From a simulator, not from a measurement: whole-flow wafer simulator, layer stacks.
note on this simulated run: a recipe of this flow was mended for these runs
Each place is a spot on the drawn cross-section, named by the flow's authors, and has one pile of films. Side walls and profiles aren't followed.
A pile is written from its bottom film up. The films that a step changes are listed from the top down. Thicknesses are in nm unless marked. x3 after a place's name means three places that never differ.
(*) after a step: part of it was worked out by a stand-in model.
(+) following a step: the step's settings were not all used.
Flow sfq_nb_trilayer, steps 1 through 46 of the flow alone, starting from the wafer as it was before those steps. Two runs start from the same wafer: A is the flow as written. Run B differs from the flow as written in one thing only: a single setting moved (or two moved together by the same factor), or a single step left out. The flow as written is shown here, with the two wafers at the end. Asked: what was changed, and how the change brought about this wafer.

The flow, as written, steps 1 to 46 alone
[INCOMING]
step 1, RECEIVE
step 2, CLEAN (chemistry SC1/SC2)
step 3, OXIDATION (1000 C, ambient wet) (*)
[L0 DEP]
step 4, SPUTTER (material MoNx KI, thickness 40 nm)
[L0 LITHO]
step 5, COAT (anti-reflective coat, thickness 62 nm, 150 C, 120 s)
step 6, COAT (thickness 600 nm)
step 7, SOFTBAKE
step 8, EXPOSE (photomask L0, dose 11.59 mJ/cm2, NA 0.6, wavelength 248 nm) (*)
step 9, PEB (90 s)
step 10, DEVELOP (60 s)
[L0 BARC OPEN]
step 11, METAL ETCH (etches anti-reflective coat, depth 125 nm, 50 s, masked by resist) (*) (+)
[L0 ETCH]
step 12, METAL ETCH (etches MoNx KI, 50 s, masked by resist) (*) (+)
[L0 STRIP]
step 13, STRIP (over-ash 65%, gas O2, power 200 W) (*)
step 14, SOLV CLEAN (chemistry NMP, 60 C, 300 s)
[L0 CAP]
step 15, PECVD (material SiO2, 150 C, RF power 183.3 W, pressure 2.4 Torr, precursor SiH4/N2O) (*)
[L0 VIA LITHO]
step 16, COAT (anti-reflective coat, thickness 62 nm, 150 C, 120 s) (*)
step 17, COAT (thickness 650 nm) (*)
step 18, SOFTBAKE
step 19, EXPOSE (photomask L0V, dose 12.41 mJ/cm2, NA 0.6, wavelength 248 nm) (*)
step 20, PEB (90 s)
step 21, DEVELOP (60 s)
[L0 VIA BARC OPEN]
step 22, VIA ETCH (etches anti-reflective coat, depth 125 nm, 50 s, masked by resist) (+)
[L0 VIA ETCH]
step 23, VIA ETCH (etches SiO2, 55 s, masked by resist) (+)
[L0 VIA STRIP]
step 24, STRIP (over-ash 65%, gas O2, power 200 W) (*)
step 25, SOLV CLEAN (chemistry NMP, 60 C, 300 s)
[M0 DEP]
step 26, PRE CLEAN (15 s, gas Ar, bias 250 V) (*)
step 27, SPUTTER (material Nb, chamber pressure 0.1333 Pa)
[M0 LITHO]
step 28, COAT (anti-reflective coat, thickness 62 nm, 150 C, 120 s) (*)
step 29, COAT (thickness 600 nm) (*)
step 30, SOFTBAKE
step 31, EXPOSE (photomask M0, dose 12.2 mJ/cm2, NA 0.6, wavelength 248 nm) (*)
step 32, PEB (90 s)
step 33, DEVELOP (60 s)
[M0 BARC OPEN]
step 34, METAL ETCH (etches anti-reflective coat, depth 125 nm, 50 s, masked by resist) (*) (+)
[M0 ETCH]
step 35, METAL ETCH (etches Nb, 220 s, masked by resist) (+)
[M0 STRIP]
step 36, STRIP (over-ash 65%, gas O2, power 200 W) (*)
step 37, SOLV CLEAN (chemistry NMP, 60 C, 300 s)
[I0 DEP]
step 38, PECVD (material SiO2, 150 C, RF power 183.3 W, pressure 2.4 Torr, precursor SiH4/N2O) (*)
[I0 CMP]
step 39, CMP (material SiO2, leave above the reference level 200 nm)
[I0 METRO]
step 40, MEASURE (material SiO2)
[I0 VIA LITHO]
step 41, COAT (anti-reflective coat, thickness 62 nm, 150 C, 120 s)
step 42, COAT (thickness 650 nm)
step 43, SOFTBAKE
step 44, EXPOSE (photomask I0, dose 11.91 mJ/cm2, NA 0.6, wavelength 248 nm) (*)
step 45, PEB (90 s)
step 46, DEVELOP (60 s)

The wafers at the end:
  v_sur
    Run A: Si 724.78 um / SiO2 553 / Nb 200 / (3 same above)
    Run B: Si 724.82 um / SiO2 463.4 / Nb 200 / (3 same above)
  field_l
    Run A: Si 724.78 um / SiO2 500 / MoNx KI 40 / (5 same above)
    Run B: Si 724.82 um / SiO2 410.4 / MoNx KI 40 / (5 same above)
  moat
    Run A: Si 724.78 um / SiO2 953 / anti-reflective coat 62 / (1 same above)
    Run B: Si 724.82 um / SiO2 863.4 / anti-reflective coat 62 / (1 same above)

The reason: step 3, OXIDATION: 973 C was run, while the flow as written has 1000 C.

The path from the change to this, step by step:
  step 3, OXIDATION (1000 C, ambient wet) (*)
      field_l, v_sur, via_wl and 103 more: A +500 SiO2 (new film), -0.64 chemical SiO2 (all of it), -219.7 Si | B +410.4 SiO2 (new film), -0.64 chemical SiO2 (all of it), -180.3 Si
